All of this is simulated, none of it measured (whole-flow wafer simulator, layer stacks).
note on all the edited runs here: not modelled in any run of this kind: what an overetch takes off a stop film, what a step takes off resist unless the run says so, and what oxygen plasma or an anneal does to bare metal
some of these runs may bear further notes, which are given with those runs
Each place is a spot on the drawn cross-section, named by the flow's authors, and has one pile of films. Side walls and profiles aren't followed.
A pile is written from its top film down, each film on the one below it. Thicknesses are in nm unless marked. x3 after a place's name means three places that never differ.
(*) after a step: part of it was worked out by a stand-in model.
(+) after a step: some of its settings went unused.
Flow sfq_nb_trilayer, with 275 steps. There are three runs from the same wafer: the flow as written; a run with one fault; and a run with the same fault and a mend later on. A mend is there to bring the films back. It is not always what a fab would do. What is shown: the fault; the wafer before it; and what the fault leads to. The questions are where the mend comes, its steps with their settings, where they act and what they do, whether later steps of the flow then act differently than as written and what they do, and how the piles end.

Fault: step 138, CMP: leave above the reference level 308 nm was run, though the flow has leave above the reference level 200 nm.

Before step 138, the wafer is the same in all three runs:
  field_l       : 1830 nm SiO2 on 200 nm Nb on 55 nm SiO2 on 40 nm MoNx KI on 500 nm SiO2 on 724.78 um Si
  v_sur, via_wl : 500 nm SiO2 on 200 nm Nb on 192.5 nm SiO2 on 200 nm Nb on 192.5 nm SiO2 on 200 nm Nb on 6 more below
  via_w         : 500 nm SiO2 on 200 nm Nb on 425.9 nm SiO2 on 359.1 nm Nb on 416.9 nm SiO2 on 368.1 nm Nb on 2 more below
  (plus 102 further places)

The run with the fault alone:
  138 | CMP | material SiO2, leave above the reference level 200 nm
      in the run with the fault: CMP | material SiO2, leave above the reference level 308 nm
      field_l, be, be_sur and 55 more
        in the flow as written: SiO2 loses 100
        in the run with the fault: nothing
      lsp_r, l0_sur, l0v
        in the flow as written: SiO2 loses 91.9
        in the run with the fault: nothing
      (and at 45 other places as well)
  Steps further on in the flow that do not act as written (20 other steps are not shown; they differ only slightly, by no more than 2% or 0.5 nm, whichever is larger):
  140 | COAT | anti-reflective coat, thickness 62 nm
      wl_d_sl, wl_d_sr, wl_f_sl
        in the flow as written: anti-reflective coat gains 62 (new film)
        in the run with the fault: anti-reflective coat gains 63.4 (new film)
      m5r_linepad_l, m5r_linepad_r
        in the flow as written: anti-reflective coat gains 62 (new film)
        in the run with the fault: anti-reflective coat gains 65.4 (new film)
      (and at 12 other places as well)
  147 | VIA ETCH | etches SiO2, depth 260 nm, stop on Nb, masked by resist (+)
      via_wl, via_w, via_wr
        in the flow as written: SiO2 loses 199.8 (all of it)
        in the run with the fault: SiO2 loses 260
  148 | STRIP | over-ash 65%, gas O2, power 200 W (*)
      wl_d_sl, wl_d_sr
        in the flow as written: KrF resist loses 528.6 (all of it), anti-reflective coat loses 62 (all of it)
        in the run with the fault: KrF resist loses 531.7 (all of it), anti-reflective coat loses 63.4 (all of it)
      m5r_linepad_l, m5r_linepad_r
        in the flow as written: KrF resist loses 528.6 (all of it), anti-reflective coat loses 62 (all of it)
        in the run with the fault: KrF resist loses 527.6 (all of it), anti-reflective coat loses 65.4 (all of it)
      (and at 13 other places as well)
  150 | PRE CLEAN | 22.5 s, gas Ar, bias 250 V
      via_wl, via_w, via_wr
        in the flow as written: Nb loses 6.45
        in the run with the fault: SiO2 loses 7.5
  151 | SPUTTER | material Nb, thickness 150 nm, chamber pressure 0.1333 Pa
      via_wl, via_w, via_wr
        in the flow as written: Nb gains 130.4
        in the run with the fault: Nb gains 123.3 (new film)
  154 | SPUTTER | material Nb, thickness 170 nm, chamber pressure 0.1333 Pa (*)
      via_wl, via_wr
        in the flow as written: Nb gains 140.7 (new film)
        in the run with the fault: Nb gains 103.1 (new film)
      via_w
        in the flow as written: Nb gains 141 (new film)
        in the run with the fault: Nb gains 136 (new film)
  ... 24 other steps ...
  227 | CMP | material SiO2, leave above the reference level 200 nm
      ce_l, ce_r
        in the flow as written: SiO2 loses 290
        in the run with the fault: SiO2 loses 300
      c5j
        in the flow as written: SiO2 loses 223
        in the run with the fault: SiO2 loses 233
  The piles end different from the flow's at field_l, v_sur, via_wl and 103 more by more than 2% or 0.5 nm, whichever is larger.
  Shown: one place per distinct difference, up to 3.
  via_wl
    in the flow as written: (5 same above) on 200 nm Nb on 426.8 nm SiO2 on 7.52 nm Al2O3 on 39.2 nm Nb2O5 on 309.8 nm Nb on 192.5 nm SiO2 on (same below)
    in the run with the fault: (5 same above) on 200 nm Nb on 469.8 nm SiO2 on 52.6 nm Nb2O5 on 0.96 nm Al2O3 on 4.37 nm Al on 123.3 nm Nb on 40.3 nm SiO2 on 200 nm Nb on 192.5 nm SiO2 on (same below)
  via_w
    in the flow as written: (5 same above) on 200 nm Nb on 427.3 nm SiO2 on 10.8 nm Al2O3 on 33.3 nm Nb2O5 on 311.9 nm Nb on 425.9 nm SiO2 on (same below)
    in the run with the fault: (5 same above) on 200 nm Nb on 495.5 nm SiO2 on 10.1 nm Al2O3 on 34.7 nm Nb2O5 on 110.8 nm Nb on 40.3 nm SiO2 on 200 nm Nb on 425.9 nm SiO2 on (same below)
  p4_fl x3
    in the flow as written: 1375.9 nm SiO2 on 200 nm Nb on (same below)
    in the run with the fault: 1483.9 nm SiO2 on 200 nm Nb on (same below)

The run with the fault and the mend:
  After step 139 comes the mend.
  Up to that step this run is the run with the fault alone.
  139a | CMP | material SiO2, leave above the reference level 200 nm (the flow's step 138 again)
      field_l, be, be_sur and 55 more
        SiO2 loses 100
      v_sur, via_wl, via_w and 42 more
        SiO2 loses 108
      lsp_r, l0_sur, l0v
        SiO2 loses 91.9
  Later steps of the flow that are run all act as written at every place that is followed.
  The piles end the same as the flow's at every place that both follow.
